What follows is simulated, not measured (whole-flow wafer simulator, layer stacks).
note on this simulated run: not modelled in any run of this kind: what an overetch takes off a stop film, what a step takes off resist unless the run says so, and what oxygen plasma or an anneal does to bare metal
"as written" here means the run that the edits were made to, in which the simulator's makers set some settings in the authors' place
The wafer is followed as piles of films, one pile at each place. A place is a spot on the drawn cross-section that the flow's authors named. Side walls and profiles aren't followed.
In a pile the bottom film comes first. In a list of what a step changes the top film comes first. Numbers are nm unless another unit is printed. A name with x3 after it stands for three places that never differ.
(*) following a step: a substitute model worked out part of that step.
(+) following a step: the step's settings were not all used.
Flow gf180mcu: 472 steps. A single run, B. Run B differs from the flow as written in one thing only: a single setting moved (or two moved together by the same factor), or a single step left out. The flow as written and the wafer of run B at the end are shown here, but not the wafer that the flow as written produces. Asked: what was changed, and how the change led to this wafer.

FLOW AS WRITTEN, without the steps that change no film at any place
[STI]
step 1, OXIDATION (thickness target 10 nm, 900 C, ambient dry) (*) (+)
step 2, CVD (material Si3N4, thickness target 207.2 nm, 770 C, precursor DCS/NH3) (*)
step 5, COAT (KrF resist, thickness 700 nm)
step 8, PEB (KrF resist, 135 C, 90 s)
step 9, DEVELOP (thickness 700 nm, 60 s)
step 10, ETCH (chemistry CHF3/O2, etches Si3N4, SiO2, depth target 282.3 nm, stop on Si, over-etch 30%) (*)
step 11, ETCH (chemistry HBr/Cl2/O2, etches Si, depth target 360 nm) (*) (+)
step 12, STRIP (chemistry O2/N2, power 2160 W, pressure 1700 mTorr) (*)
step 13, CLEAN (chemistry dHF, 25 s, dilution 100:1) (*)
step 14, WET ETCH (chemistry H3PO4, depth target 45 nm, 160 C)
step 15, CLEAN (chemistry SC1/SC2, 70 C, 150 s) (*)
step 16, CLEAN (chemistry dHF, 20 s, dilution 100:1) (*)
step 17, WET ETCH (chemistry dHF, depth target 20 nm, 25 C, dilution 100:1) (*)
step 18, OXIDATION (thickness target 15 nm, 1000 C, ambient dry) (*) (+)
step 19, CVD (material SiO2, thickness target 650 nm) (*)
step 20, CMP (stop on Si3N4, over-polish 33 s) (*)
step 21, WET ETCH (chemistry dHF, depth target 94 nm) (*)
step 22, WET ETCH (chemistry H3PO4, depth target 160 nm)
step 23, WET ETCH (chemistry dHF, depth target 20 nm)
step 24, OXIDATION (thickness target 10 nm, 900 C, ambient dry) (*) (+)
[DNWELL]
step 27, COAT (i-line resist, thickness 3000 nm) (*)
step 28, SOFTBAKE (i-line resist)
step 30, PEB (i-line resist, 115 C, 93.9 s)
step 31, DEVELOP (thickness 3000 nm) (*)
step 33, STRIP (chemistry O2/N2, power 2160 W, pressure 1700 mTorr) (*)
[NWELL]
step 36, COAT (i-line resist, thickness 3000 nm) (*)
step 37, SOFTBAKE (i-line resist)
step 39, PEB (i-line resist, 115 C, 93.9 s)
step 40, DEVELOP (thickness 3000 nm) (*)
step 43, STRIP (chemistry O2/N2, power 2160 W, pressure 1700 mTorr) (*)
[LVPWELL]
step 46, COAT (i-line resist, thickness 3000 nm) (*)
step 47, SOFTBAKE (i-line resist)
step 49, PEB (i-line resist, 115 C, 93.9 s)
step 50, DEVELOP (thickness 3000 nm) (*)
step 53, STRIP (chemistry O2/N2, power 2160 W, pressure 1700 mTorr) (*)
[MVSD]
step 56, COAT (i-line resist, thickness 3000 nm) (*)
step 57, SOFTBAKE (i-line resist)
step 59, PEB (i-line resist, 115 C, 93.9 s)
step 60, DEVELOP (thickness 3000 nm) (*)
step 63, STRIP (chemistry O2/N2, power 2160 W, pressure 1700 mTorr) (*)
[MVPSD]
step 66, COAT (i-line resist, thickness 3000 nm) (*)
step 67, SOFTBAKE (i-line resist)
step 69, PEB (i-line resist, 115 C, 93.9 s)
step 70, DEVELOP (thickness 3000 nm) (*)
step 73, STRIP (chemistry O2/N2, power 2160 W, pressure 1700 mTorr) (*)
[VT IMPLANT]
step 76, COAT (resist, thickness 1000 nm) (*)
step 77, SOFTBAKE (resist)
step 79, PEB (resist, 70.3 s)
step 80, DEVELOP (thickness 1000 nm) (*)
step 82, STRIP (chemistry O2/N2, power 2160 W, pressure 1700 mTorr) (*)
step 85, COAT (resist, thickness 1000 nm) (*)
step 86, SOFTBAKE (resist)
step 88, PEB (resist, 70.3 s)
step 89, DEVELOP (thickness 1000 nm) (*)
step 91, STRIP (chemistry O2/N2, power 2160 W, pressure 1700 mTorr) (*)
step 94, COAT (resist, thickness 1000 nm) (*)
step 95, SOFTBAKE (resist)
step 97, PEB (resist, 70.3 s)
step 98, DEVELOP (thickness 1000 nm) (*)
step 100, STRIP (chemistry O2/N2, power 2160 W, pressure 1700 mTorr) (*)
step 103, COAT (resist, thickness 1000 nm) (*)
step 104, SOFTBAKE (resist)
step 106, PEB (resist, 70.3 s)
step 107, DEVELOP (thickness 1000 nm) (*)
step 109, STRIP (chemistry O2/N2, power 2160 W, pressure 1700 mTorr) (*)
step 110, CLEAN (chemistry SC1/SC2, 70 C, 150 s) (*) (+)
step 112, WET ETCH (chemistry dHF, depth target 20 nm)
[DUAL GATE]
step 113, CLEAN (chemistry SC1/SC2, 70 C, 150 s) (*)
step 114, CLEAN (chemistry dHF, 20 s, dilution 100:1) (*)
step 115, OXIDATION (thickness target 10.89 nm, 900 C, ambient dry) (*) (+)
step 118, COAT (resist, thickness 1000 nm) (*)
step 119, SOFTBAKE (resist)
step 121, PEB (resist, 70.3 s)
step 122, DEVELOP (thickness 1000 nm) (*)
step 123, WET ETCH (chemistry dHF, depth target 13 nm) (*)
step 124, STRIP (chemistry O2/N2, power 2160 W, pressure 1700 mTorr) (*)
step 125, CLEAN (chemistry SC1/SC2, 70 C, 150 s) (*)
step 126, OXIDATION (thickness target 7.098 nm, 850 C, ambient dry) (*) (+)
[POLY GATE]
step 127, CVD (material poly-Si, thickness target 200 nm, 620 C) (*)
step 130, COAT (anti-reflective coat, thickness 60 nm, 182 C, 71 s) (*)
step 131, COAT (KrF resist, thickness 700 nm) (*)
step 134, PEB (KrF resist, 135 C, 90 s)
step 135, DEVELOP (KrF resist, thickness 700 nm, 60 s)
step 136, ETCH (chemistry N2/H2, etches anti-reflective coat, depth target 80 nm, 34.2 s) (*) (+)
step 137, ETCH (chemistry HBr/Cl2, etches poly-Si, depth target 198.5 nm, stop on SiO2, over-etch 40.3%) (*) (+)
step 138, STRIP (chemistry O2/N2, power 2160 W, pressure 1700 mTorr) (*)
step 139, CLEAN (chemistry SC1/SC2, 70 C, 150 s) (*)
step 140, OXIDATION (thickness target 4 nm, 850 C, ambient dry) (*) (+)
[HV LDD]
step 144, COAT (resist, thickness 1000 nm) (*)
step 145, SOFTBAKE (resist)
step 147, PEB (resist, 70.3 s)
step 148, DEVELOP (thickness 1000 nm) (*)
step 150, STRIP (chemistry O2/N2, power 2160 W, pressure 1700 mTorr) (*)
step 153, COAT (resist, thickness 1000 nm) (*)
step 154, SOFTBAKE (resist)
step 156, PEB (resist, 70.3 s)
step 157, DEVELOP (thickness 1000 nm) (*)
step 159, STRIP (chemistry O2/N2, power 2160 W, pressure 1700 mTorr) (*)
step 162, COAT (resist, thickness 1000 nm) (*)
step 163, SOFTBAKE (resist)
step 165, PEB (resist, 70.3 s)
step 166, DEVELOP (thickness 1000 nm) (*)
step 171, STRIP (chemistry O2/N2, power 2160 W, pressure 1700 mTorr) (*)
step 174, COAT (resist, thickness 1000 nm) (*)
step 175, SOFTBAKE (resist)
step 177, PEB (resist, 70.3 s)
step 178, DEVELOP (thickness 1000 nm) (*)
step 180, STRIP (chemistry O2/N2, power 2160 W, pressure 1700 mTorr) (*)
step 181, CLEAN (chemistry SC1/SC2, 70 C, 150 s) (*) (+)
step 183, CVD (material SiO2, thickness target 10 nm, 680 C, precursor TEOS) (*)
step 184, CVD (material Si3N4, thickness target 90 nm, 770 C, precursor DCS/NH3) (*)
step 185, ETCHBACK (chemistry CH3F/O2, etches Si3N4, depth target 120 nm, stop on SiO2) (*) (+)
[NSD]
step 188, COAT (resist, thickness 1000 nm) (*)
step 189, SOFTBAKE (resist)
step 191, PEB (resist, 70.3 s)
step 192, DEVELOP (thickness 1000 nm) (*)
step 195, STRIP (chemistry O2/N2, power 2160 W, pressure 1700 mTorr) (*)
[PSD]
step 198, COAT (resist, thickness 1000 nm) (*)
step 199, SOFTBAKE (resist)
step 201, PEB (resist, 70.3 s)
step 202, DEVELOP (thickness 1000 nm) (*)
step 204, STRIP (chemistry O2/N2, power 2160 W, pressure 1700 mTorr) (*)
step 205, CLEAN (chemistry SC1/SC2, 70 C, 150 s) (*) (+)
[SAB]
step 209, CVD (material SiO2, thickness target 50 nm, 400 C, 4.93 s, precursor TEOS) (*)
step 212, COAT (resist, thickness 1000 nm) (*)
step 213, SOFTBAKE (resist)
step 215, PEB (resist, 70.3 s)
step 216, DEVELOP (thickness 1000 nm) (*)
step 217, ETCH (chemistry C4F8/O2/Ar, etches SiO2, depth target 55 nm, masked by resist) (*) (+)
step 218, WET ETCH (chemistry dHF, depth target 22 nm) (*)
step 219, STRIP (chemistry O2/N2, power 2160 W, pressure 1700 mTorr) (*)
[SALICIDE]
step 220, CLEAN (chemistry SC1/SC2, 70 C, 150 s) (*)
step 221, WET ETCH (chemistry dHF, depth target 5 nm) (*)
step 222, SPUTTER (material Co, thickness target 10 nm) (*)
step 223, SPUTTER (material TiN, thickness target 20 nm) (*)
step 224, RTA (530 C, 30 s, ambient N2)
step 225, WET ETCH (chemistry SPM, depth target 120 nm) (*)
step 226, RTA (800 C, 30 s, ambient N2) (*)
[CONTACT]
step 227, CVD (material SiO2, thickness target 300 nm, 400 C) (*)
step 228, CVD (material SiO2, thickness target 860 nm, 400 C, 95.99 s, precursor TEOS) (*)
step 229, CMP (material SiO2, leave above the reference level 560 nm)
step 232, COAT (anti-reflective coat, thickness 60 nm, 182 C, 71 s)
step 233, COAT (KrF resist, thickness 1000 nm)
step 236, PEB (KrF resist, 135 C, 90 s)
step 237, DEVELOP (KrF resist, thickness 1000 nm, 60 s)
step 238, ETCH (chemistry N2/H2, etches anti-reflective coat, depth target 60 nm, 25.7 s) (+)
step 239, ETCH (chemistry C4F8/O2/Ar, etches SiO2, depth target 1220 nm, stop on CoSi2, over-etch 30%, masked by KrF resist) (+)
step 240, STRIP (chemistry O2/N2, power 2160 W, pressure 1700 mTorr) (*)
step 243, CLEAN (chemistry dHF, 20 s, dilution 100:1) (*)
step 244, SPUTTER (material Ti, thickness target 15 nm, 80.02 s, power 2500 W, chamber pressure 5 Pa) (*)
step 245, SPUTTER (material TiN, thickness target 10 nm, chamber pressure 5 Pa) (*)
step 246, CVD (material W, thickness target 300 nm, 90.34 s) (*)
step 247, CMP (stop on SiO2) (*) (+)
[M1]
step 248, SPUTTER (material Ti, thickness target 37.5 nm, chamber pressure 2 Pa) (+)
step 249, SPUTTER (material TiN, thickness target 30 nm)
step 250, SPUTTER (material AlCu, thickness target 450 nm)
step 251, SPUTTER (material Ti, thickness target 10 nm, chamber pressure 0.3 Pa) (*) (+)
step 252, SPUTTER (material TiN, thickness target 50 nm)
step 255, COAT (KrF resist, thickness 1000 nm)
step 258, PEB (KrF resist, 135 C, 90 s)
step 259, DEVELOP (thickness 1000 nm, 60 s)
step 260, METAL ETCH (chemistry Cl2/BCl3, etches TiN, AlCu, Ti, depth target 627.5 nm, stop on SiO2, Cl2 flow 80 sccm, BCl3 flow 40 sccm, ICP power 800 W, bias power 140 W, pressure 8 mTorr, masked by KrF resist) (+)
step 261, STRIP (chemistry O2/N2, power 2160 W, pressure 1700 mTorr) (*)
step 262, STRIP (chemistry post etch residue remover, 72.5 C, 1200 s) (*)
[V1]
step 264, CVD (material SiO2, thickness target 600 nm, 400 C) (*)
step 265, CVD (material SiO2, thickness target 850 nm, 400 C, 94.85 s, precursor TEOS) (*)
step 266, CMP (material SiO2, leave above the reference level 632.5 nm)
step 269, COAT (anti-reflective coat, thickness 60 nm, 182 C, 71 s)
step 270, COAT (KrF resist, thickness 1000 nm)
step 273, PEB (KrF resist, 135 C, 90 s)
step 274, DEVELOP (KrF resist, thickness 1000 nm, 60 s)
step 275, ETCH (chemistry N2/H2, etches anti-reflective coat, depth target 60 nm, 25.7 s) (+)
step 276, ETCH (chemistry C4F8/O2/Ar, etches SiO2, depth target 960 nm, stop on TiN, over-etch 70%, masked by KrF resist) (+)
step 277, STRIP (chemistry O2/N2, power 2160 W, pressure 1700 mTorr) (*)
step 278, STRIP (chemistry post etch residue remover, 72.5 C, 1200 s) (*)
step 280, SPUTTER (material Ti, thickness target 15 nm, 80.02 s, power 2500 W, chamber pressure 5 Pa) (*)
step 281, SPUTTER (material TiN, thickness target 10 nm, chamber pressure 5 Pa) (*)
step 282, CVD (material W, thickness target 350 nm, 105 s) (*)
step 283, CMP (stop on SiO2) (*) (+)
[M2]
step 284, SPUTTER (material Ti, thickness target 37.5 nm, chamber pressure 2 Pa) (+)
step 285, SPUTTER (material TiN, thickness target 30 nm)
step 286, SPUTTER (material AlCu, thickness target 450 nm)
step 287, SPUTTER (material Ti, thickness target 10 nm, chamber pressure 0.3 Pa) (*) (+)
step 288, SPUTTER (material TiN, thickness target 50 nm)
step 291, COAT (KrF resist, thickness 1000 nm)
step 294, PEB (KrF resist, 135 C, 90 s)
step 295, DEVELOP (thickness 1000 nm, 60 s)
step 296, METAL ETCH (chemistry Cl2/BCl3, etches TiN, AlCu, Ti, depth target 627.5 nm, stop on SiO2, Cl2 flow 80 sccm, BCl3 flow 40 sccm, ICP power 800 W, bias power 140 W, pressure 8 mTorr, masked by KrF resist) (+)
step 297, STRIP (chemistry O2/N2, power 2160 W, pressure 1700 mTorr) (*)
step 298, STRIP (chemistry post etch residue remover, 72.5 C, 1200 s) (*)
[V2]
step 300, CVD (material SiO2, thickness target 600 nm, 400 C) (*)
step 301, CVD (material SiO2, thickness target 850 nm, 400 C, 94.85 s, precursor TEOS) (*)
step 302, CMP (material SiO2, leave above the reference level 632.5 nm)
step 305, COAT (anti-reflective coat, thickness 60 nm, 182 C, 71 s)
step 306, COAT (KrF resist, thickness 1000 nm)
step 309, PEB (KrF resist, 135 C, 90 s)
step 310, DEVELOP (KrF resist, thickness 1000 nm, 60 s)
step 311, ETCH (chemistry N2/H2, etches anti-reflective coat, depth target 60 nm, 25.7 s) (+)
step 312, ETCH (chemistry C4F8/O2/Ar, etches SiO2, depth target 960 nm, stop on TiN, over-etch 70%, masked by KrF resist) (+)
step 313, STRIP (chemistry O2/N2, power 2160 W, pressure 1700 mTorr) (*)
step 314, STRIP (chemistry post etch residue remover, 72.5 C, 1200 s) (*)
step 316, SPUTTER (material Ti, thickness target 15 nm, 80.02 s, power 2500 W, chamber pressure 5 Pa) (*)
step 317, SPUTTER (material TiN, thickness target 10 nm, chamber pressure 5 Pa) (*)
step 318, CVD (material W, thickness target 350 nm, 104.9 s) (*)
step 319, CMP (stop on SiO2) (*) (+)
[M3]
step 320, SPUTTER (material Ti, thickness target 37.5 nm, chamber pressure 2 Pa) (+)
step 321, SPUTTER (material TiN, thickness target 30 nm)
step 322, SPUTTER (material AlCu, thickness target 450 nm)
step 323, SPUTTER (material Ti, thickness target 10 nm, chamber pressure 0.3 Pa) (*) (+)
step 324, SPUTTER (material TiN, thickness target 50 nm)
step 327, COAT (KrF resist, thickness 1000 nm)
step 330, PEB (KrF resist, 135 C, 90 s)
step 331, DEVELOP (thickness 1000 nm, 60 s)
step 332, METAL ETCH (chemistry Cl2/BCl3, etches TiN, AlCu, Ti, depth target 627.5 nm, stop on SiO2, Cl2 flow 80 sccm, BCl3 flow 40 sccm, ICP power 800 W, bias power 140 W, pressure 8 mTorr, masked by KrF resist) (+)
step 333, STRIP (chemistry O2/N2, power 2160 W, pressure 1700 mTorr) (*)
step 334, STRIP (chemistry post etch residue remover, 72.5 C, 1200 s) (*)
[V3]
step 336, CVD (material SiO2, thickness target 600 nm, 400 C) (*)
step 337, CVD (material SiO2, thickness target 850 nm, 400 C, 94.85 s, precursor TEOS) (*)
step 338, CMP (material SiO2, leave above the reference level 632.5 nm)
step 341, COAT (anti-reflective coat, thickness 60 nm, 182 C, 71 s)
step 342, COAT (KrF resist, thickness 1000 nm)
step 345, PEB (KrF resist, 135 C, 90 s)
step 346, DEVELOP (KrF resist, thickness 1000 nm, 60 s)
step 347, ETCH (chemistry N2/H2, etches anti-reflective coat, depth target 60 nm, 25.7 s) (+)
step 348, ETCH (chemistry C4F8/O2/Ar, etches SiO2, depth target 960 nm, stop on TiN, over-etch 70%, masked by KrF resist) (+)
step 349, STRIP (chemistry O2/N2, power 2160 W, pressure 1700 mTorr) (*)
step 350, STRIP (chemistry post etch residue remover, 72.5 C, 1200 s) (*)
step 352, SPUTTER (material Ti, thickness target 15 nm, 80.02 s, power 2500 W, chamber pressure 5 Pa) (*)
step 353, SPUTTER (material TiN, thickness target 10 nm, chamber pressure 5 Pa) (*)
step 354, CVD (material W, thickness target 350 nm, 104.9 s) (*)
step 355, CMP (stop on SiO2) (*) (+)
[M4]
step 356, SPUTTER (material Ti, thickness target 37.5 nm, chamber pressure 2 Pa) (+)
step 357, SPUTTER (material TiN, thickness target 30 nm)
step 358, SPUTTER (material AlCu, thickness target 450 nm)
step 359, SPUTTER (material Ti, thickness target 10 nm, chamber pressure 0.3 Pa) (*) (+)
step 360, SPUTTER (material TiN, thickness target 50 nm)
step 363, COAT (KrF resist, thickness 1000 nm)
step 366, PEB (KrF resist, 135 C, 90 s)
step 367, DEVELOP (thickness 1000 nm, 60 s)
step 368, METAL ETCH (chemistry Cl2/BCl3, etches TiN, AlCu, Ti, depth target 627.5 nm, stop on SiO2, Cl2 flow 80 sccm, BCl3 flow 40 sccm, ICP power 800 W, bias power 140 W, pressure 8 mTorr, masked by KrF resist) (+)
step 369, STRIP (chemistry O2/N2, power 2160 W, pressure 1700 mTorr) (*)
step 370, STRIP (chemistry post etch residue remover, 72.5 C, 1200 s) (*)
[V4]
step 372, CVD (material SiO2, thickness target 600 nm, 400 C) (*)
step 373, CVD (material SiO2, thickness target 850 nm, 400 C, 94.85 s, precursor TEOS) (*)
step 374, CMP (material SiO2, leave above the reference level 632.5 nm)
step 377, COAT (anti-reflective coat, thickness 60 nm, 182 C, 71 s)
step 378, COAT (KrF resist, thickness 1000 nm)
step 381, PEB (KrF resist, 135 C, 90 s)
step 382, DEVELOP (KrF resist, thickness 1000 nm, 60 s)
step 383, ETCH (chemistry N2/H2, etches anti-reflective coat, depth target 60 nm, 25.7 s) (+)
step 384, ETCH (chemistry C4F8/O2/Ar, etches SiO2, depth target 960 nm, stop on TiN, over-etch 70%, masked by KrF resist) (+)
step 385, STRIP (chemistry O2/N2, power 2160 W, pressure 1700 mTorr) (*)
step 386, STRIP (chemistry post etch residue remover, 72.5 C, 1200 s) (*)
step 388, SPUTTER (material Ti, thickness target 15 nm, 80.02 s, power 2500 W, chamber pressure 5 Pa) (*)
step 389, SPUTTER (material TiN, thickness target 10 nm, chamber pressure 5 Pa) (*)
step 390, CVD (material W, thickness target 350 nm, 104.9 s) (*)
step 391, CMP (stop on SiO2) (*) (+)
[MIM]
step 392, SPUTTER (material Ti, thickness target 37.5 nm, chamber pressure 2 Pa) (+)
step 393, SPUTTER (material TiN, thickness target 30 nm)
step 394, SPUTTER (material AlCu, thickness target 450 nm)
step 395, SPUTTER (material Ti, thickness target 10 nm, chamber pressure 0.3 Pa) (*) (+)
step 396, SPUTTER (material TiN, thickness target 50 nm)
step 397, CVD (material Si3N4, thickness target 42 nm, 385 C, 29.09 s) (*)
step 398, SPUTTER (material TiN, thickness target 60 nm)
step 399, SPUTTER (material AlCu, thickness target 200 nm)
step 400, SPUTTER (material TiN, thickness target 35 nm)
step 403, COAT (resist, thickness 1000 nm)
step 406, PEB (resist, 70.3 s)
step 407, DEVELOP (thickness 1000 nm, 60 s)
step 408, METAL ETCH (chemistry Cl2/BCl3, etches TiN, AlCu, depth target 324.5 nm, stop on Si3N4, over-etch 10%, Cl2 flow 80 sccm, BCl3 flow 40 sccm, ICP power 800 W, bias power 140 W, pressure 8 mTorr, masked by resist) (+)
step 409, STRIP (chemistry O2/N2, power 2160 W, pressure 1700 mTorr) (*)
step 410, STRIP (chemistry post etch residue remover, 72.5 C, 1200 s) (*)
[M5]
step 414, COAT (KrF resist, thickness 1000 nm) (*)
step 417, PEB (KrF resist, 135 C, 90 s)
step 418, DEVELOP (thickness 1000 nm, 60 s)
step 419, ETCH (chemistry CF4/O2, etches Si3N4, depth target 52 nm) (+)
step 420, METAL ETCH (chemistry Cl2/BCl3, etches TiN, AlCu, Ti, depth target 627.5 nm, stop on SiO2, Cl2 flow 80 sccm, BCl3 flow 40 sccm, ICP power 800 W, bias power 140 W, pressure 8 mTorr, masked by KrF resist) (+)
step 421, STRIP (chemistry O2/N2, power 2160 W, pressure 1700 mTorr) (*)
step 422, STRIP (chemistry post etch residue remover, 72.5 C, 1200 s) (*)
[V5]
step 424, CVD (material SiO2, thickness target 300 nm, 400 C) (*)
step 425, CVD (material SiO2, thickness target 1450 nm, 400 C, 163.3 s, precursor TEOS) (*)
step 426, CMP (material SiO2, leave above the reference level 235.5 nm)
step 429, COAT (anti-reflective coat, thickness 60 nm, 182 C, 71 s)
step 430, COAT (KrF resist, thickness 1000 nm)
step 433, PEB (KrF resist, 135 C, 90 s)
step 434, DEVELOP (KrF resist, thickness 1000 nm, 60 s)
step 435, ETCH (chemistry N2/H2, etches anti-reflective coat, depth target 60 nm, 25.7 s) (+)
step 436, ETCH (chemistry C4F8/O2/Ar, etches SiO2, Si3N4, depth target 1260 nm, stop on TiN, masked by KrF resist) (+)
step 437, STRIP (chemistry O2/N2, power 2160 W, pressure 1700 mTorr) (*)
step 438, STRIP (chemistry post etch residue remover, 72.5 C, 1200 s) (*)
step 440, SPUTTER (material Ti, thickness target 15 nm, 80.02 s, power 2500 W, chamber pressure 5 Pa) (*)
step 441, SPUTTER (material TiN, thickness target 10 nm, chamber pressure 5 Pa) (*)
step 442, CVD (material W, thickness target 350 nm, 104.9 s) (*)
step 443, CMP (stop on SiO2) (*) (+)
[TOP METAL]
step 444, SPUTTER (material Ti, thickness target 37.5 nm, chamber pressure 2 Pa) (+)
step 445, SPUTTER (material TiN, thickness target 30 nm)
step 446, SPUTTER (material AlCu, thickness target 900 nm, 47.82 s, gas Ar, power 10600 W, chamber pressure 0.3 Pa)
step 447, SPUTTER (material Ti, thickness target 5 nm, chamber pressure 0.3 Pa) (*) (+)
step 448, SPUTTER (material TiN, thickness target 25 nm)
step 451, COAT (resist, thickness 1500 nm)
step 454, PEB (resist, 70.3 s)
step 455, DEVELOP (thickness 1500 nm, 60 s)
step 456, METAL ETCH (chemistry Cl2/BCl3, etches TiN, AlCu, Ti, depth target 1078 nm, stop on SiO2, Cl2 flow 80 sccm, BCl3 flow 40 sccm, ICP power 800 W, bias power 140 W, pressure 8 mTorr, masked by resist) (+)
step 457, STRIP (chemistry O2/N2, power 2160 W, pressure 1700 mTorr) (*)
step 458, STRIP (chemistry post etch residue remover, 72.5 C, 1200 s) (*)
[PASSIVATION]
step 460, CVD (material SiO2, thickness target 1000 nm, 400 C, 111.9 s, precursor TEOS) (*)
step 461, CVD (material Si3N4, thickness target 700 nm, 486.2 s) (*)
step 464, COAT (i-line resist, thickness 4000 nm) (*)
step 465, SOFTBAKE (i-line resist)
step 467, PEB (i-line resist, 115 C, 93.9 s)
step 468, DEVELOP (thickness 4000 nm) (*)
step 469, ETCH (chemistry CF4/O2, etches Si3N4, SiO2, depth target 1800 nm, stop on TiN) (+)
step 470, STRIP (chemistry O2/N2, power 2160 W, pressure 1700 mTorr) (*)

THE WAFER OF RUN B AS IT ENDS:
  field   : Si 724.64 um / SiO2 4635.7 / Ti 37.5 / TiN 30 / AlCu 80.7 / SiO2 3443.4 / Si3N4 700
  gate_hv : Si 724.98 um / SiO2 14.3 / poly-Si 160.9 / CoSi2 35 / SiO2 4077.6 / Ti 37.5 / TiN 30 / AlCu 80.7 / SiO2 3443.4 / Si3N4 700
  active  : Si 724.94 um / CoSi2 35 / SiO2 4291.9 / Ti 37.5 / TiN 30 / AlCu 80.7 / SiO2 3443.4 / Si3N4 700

Cause: step 368, METAL ETCH: depth target 423.6 nm was run, whereas the flow has depth target 627.5 nm.

How this came from the change, step by step:
  step 368, METAL ETCH (chemistry Cl2/BCl3, etches TiN, AlCu, Ti, depth target 627.5 nm, stop on SiO2, Cl2 flow 80 sccm, BCl3 flow 40 sccm, ICP power 800 W, bias power 140 W, pressure 8 mTorr, masked by KrF resist) (+)
      field, field__w1, field__w2 and 103 more: TiN loses 50 (all of it), Ti loses 10 (all of it), AlCu loses 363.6 (as written it would have been: TiN loses 50 (all of it), Ti loses 10 (all of it), AlCu loses 450 (all of it), TiN loses 30 (all of it), Ti loses 37.5 (all of it))
      field__w8, contact, m1, m1__w1, m1_nw: KrF resist loses 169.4 (as written it would have been: KrF resist loses 251)
  step 369, STRIP (chemistry O2/N2, power 2160 W, pressure 1700 mTorr) (*)
      field__w8, contact, m1, m1__w1, m1_nw: KrF resist loses 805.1 (all of it) (as written it would have been: KrF resist loses 723.5 (all of it))
  step 370, STRIP (chemistry post etch residue remover, 72.5 C, 1200 s) (*)
      field, field__w1, field__w2 and 103 more: AlCu loses 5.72 (as written it would have been: nothing)
  step 372, CVD (material SiO2, thickness target 600 nm, 400 C) (*)
      field, field__w1, field__w2 and 103 more: SiO2 gains 600 (new film) (as written it would have been: SiO2 gains 600)
  step 374, CMP (material SiO2, leave above the reference level 632.5 nm)
      field, field__w1, field__w2 and 103 more: SiO2 loses 448.2 (as written it would have been: SiO2 loses 300)
Taking metal films that touch as one body, field has 1 body; the flow as written gives 0 bodies.
Taking metal films that touch as one body, gate_hv has 2 bodies (between them, from the top down: SiO2 4077.6); the flow as written gives 1 body.
Taking metal films that touch as one body, active has 2 bodies (between them, from the top down: SiO2 4291.9); the flow as written gives 1 body.
